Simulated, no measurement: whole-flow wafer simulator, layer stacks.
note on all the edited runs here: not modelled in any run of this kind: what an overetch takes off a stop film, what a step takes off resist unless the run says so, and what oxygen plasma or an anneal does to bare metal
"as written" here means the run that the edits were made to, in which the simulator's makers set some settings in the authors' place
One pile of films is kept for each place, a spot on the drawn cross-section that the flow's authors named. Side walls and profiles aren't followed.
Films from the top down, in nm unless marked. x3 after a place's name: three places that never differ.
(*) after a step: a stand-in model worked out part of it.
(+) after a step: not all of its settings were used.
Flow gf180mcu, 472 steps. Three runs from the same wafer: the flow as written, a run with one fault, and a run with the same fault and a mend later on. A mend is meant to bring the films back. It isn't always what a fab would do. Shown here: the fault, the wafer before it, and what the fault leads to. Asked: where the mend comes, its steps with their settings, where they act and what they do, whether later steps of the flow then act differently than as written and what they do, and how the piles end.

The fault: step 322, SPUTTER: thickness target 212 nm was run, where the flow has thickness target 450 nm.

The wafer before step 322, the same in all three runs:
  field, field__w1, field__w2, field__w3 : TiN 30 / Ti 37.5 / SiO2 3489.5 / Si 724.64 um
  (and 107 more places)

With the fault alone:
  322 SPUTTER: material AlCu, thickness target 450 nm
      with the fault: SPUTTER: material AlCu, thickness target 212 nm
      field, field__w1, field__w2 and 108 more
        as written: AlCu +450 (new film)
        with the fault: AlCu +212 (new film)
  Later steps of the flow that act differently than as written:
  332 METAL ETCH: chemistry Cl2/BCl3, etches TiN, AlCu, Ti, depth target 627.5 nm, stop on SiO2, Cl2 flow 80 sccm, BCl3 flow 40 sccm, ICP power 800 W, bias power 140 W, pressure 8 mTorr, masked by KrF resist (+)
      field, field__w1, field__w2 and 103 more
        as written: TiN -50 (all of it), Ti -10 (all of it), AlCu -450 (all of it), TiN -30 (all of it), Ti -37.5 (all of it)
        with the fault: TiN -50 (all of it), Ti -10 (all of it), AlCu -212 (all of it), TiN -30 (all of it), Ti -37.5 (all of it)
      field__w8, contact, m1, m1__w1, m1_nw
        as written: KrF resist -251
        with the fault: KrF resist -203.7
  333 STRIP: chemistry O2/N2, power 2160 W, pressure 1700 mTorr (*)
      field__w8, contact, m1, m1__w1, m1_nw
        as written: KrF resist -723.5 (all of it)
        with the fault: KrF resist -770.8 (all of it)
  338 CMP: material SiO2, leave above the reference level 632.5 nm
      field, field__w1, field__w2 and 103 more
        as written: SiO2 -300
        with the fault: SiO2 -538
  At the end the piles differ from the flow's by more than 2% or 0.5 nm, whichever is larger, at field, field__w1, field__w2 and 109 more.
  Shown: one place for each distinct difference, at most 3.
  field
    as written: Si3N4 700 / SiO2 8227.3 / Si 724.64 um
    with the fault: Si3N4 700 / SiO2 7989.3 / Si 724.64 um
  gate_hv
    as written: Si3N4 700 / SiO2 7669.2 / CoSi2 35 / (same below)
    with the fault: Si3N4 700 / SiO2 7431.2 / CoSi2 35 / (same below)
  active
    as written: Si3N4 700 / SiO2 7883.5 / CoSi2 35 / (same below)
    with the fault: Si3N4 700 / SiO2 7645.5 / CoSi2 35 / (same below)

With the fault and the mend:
  The mend comes after step 322.
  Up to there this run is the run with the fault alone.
  322a SPUTTER: material AlCu, thickness target 238 nm (the flow's step 322 once more, with other settings)
      field, field__w1, field__w2 and 108 more
        AlCu +238
  No later step of the flow acts differently than as written at any place that is followed.
  At the end the piles are the same as the flow's at every place that both follow.
